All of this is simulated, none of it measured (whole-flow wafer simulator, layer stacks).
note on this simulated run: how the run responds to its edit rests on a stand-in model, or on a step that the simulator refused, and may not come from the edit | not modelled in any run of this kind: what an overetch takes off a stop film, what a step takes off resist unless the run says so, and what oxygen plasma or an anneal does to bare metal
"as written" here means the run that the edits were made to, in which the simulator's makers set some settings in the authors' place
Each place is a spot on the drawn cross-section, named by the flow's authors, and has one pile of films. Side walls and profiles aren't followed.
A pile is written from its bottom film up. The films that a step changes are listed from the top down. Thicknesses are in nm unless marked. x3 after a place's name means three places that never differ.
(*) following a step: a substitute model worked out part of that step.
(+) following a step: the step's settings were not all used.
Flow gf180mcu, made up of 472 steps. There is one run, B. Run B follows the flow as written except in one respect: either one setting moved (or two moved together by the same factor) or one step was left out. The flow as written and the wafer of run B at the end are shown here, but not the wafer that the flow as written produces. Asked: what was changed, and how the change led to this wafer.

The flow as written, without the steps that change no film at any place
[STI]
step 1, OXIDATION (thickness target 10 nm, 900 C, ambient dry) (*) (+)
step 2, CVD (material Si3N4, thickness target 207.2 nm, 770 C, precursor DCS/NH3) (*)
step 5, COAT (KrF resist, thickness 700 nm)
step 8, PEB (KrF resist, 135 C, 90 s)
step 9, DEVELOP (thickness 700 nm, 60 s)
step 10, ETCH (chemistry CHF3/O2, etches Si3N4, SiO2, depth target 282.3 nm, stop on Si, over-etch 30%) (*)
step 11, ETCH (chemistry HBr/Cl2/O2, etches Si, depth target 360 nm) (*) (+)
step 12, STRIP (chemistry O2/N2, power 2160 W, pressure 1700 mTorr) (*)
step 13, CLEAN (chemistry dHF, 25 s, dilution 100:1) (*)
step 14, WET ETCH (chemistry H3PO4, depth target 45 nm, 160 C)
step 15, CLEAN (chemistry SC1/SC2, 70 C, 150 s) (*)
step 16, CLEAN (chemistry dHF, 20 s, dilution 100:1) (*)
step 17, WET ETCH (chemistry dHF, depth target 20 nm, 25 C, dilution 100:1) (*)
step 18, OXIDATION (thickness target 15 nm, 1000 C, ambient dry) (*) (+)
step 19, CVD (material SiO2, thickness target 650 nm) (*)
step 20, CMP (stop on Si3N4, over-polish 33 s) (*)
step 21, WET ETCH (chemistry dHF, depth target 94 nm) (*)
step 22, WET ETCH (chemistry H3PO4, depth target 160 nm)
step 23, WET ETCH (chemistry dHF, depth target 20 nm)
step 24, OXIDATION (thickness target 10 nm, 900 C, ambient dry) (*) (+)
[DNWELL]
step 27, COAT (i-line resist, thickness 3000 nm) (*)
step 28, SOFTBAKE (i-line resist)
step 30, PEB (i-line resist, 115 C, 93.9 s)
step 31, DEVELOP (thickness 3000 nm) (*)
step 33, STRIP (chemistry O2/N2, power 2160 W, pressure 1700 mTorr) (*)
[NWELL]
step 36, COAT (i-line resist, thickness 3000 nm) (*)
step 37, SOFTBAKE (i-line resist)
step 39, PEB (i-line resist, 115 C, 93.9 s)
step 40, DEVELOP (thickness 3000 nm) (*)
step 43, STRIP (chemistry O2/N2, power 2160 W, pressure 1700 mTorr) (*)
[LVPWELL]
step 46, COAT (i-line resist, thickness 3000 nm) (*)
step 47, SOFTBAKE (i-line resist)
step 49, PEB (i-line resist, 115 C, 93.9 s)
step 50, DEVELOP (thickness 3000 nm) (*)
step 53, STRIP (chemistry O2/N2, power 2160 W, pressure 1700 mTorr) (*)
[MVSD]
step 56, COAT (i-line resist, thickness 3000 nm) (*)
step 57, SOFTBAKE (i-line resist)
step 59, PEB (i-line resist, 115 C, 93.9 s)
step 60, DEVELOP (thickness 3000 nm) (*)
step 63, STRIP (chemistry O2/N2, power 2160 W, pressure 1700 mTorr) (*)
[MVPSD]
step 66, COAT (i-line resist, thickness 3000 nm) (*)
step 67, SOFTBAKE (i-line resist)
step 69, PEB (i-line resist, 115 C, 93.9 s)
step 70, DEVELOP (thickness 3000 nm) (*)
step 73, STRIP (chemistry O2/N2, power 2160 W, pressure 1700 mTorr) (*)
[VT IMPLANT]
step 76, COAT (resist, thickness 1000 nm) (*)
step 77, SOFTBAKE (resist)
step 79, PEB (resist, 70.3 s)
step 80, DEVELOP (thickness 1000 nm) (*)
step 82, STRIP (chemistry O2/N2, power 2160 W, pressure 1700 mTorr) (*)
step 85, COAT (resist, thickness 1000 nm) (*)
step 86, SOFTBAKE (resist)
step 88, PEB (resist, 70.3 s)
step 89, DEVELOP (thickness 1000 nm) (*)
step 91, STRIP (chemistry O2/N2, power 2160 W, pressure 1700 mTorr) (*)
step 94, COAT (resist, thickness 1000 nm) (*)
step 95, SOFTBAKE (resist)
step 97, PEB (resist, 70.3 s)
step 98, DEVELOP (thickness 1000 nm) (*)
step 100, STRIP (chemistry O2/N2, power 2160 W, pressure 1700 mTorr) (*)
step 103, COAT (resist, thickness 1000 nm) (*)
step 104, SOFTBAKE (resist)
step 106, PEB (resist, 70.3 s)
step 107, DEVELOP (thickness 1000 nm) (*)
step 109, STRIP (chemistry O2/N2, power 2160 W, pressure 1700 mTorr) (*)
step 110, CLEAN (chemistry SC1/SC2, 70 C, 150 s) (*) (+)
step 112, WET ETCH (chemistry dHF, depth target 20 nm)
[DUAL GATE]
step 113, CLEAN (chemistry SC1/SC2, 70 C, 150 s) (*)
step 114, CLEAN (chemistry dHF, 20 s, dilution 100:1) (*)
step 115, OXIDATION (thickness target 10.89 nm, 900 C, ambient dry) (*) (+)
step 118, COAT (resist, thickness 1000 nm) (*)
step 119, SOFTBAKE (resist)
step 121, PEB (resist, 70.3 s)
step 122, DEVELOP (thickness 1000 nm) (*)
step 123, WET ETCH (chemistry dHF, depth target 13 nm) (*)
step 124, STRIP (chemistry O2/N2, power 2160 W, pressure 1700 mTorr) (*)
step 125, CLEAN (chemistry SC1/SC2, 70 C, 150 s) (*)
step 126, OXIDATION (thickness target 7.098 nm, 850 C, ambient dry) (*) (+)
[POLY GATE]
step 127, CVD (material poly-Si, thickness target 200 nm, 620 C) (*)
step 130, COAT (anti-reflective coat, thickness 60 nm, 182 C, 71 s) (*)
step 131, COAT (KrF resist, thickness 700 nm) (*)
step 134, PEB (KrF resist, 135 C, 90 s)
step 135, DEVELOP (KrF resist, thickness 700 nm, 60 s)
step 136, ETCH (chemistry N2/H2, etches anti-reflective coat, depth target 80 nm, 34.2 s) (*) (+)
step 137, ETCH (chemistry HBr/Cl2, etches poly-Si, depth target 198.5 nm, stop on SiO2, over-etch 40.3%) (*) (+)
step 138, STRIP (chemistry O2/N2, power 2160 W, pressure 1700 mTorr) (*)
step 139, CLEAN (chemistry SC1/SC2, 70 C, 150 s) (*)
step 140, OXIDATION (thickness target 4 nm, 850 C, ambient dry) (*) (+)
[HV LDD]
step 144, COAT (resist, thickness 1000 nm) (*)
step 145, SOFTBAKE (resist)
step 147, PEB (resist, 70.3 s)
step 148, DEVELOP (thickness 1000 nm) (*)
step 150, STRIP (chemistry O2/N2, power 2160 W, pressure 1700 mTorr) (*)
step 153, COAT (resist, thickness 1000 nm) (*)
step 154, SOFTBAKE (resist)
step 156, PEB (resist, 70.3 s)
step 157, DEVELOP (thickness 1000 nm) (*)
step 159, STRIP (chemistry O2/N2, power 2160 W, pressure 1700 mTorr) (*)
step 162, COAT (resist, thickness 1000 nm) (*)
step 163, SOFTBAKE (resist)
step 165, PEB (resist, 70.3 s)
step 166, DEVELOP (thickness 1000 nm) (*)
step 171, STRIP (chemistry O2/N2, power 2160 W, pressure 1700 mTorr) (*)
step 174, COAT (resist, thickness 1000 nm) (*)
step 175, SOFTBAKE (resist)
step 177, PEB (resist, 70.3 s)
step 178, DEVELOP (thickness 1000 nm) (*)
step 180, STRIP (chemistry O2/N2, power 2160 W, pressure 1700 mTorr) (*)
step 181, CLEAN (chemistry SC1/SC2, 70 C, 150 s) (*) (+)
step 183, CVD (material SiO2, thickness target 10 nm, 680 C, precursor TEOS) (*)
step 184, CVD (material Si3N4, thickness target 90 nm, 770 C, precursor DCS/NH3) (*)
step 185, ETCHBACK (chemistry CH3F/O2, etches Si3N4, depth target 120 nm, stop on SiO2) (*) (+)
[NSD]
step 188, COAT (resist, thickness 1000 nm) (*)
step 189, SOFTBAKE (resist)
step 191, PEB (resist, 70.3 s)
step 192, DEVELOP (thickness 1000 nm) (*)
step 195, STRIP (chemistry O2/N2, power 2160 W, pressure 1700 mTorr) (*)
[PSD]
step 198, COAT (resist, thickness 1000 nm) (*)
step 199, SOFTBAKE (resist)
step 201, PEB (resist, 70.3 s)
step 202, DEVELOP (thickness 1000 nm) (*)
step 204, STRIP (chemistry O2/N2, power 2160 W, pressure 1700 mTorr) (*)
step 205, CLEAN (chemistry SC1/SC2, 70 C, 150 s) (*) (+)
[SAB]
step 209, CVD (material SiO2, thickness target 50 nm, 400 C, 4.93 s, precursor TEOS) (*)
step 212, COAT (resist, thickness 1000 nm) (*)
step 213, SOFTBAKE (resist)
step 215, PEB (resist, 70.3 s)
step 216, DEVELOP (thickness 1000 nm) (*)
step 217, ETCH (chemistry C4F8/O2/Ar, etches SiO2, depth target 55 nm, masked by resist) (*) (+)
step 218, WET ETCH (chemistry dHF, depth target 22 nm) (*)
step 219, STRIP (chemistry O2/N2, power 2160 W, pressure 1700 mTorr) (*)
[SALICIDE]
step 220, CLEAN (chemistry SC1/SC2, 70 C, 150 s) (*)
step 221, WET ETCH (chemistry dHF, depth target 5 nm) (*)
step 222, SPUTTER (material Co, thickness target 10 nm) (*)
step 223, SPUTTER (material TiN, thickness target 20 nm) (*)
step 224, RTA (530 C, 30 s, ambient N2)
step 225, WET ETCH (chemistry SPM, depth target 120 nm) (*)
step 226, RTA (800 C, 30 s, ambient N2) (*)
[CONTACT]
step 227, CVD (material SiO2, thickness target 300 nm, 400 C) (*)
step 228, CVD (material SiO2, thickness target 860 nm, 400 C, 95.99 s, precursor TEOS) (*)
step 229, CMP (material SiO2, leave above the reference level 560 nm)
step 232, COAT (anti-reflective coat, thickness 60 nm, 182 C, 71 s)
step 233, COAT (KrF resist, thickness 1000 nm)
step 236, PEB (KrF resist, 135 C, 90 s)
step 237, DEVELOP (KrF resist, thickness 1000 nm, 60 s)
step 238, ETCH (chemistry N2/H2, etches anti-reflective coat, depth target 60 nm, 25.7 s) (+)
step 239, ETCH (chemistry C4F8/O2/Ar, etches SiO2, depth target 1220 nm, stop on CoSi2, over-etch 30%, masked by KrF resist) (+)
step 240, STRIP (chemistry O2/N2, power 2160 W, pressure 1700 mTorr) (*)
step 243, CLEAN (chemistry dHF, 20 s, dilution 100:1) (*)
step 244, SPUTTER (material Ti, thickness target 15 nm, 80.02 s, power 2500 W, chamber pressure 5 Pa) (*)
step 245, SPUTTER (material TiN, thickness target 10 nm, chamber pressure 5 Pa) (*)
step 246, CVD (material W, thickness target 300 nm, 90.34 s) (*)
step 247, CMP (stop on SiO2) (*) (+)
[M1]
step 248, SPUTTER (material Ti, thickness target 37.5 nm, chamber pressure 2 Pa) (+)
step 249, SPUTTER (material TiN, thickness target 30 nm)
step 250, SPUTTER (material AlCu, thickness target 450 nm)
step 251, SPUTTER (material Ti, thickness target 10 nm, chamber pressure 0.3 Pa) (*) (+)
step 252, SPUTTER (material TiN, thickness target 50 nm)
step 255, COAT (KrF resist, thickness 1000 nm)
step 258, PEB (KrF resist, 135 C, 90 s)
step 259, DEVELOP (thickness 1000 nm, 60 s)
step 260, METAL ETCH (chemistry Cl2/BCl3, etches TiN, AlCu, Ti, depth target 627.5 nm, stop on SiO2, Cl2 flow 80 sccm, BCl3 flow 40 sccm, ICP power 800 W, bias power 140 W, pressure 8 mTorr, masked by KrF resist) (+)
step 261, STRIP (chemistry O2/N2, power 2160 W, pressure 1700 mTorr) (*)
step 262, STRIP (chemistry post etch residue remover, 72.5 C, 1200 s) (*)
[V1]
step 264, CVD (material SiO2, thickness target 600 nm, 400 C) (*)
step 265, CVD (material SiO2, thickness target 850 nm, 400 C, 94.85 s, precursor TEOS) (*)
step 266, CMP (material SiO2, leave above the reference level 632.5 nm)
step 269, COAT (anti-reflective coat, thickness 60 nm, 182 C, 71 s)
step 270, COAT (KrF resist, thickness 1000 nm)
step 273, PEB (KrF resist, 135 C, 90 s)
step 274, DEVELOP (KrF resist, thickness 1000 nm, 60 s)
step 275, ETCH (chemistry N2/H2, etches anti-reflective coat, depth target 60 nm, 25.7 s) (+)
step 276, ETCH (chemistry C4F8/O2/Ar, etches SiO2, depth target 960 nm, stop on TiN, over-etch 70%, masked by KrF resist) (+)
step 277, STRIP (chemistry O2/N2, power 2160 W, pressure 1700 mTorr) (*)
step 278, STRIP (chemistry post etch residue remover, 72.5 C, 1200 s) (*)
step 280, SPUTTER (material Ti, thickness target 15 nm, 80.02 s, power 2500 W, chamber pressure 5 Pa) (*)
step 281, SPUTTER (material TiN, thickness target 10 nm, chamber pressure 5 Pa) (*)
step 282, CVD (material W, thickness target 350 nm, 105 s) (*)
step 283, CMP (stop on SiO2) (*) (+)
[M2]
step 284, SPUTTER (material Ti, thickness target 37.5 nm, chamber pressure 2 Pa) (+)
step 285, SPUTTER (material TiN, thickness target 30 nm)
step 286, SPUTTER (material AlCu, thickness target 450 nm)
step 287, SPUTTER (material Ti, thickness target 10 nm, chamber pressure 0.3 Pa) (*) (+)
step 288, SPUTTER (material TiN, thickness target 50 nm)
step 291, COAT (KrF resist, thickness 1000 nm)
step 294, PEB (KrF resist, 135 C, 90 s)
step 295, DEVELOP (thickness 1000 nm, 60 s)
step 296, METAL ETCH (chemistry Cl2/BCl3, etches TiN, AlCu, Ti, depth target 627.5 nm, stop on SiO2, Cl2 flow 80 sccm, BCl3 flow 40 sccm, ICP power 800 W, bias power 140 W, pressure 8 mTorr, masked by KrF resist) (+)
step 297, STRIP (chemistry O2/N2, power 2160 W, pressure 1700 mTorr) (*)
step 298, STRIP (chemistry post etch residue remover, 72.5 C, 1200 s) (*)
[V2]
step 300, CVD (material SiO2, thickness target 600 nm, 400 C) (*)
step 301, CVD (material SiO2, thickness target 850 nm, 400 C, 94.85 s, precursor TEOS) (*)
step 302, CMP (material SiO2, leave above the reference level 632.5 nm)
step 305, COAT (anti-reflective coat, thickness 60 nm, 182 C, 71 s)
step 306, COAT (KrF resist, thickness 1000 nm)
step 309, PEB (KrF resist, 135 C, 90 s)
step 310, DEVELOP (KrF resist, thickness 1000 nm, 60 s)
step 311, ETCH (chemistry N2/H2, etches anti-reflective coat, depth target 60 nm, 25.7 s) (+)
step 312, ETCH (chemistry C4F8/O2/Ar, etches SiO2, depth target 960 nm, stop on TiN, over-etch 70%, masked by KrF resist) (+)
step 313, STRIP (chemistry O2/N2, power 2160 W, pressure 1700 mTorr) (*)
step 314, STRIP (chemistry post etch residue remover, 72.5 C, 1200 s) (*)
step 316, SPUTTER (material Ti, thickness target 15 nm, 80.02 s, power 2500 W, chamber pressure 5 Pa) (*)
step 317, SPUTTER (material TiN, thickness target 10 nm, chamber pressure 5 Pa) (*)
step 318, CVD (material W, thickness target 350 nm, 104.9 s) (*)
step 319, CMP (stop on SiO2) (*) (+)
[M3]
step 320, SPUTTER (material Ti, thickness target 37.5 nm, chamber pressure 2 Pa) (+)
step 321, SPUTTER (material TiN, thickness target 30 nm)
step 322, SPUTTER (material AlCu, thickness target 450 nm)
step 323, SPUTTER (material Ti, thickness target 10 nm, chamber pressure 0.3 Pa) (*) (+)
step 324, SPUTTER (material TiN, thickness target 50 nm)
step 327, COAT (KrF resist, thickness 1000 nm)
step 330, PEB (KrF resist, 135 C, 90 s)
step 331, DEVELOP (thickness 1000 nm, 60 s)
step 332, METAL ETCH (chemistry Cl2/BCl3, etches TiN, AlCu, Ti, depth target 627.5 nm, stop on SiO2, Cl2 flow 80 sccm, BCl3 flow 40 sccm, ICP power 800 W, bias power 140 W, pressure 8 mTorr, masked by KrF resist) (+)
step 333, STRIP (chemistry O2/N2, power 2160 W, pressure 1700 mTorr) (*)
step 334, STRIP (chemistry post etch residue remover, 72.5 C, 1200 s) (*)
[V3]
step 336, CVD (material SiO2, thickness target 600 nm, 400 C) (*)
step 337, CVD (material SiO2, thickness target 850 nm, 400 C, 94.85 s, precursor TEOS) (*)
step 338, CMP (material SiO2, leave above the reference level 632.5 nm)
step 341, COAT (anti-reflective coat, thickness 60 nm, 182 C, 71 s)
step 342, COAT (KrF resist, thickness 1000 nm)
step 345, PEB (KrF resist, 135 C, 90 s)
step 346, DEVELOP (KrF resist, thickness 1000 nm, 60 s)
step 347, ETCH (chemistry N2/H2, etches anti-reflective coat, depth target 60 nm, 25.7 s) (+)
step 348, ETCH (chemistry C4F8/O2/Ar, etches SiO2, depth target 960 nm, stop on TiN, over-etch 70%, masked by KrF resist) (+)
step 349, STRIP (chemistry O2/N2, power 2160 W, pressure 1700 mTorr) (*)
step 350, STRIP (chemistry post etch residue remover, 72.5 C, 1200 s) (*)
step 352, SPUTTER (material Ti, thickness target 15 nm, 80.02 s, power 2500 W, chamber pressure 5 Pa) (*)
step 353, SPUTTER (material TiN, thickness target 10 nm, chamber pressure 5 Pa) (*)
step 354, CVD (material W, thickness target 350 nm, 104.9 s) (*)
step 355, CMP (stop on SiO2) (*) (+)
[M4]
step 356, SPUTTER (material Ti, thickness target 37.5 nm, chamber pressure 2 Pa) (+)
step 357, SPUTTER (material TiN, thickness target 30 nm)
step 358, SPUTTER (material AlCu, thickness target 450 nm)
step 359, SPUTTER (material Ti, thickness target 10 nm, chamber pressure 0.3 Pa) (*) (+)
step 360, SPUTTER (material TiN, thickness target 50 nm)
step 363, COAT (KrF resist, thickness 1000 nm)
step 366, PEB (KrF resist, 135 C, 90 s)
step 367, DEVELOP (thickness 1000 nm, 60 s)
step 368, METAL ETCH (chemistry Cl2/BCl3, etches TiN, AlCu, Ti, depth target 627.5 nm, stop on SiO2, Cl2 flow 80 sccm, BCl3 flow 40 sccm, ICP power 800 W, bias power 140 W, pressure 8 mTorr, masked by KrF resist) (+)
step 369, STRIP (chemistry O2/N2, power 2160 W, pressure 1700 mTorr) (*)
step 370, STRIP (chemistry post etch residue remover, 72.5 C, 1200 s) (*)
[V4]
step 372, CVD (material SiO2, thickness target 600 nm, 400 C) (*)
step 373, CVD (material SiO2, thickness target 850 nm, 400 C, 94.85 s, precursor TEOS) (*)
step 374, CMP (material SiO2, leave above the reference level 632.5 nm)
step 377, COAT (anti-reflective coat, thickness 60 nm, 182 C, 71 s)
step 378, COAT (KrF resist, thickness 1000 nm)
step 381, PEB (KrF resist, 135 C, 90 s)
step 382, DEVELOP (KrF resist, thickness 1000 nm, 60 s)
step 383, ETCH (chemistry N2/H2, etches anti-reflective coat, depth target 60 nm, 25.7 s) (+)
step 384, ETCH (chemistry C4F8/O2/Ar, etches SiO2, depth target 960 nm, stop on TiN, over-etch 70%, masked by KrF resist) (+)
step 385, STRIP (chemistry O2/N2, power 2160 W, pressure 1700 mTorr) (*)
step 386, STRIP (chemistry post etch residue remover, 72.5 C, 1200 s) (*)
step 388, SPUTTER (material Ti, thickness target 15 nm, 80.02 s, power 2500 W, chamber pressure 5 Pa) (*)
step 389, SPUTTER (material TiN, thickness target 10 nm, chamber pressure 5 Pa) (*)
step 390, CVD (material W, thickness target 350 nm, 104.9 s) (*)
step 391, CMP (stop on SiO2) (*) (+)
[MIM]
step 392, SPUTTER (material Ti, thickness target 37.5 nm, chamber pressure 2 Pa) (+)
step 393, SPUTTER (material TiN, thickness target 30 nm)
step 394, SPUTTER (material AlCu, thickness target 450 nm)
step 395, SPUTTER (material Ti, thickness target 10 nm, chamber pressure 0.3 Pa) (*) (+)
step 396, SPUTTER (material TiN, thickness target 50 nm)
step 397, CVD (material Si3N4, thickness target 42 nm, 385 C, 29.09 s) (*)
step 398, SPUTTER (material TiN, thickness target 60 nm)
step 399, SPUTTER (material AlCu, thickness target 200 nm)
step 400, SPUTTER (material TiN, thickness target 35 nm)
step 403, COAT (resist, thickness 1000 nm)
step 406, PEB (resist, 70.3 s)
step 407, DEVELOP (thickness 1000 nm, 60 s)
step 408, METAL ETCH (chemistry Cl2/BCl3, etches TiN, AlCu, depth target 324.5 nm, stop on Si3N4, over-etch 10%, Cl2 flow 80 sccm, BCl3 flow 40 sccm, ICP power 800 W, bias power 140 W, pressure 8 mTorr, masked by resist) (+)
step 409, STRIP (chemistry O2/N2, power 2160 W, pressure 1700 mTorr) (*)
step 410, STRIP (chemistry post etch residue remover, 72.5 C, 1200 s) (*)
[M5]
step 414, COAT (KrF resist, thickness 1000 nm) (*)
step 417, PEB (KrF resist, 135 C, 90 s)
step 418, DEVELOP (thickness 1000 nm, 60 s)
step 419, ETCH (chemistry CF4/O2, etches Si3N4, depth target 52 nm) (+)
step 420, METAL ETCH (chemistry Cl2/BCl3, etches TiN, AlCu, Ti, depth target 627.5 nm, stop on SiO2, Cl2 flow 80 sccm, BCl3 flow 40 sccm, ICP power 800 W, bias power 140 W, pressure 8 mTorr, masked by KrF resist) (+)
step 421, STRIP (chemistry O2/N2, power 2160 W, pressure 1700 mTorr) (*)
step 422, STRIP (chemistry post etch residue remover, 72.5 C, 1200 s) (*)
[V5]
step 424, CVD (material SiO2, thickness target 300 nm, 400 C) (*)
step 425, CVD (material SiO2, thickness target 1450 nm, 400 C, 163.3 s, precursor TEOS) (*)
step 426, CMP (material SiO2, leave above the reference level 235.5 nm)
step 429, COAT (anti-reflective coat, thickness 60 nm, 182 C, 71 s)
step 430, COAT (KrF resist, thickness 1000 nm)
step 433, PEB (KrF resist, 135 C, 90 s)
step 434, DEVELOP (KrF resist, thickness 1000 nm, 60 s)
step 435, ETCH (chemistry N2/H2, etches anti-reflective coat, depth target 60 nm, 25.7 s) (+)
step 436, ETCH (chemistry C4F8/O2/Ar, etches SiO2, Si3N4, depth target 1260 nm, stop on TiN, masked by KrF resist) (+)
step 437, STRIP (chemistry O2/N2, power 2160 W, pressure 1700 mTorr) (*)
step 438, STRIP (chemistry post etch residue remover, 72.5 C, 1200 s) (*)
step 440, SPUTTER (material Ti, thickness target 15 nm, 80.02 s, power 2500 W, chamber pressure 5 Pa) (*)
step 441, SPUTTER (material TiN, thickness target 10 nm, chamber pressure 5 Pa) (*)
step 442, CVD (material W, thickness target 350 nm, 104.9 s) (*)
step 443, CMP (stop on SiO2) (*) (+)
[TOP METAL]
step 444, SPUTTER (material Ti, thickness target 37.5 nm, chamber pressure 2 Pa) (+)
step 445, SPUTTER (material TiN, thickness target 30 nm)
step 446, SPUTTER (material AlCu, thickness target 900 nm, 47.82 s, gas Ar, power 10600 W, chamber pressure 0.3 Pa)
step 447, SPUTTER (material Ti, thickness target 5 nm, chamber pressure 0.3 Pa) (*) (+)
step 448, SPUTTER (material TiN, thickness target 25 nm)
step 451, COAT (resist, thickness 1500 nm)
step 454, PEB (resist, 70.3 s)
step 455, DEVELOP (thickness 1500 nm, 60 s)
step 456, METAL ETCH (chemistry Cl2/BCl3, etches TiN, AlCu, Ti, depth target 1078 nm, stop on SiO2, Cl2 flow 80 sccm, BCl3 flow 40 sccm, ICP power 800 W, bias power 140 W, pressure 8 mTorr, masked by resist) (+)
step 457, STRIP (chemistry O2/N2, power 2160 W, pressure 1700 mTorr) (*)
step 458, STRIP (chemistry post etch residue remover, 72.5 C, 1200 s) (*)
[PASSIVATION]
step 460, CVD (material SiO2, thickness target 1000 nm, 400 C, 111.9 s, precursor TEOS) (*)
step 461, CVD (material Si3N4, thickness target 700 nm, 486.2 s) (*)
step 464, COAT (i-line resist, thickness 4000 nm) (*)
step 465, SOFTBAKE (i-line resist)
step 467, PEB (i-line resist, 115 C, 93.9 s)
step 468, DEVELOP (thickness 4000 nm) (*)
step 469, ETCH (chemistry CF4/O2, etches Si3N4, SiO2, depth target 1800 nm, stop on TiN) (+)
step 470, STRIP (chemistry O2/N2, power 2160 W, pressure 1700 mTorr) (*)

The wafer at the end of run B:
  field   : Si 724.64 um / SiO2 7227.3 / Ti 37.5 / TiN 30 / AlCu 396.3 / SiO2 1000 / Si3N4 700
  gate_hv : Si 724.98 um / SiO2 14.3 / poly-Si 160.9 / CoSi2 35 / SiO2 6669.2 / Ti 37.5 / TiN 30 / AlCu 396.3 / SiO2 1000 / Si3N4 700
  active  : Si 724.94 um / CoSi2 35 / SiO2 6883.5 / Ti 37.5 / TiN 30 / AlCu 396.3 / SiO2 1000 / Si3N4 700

Cause: step 456, METAL ETCH: depth target 528 nm was run, whereas the flow has depth target 1078 nm.

How this came from the change, step by step:
  step 456, METAL ETCH (chemistry Cl2/BCl3, etches TiN, AlCu, Ti, depth target 1078 nm, stop on SiO2, Cl2 flow 80 sccm, BCl3 flow 40 sccm, ICP power 800 W, bias power 140 W, pressure 8 mTorr, masked by resist) (+)
      field, field__w1, field__w2 and 103 more: -25 TiN (all of it), -5 Ti (all of it), -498 AlCu (it would be, as written: -25 TiN (all of it), -5 Ti (all of it), -900 AlCu (all of it), -30 TiN (all of it), -37.5 Ti (all of it))
      field__w8, contact, m1, m1__w1, pad, m1_nw: -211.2 resist (it would be, as written: -431 resist)
  step 457, STRIP (chemistry O2/N2, power 2160 W, pressure 1700 mTorr) (*)
      field__w8, contact, m1, m1__w1, pad, m1_nw: -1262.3 resist (all of it) (it would be, as written: -1042.5 resist (all of it))
  step 458, STRIP (chemistry post etch residue remover, 72.5 C, 1200 s) (*)
      field, field__w1, field__w2 and 103 more: -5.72 AlCu (it would be, as written: nothing)
  step 460, CVD (material SiO2, thickness target 1000 nm, 400 C, 111.9 s, precursor TEOS) (*)
      field, field__w1, field__w2 and 103 more: +1000 SiO2 (new film) (it would be, as written: +1000 SiO2)
  step 464, COAT (i-line resist, thickness 4000 nm) (*)
      field: +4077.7 i-line resist (new film) (it would be, as written: +4171.5 i-line resist (new film))
      field__w8: +3508.2 i-line resist (new film) (it would be, as written: +3093.1 i-line resist (new film))
      (and at 11 other places as well)
  step 465, SOFTBAKE (i-line resist)
      gate: -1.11 i-line resist (it would be, as written: +1.79 i-line resist)
      field__w11, field__w13: +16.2 i-line resist (it would be, as written: +37.6 i-line resist)
      (and at 66 other places as well)
  step 467, PEB (i-line resist, 115 C, 93.9 s)
      field__w8, m1__w1: -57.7 i-line resist (it would be, as written: -49.2 i-line resist)
      contact, m1: -57.9 i-line resist (it would be, as written: -49.6 i-line resist)
      (and at 2 other places as well)
  step 468, DEVELOP (thickness 4000 nm) (*)
      pad: -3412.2 i-line resist (all of it) (it would be, as written: -2960.4 i-line resist (all of it))
  step 470, STRIP (chemistry O2/N2, power 2160 W, pressure 1700 mTorr) (*)
      field__w8, m1__w1: -2220.6 i-line resist (all of it) (it would be, as written: -1775.9 i-line resist (all of it))
      contact: -2229.5 i-line resist (all of it) (it would be, as written: -1798.3 i-line resist (all of it))
      (and at 2 other places as well)
With metal films that touch counted as one body, field has 1 body; the flow as written gives 0 bodies.
With metal films that touch counted as one body, gate_hv has 2 bodies (between them, from the top down: SiO2 6669.2); the flow as written gives 1 body.
With metal films that touch counted as one body, active has 2 bodies (between them, from the top down: SiO2 6883.5); the flow as written gives 1 body.
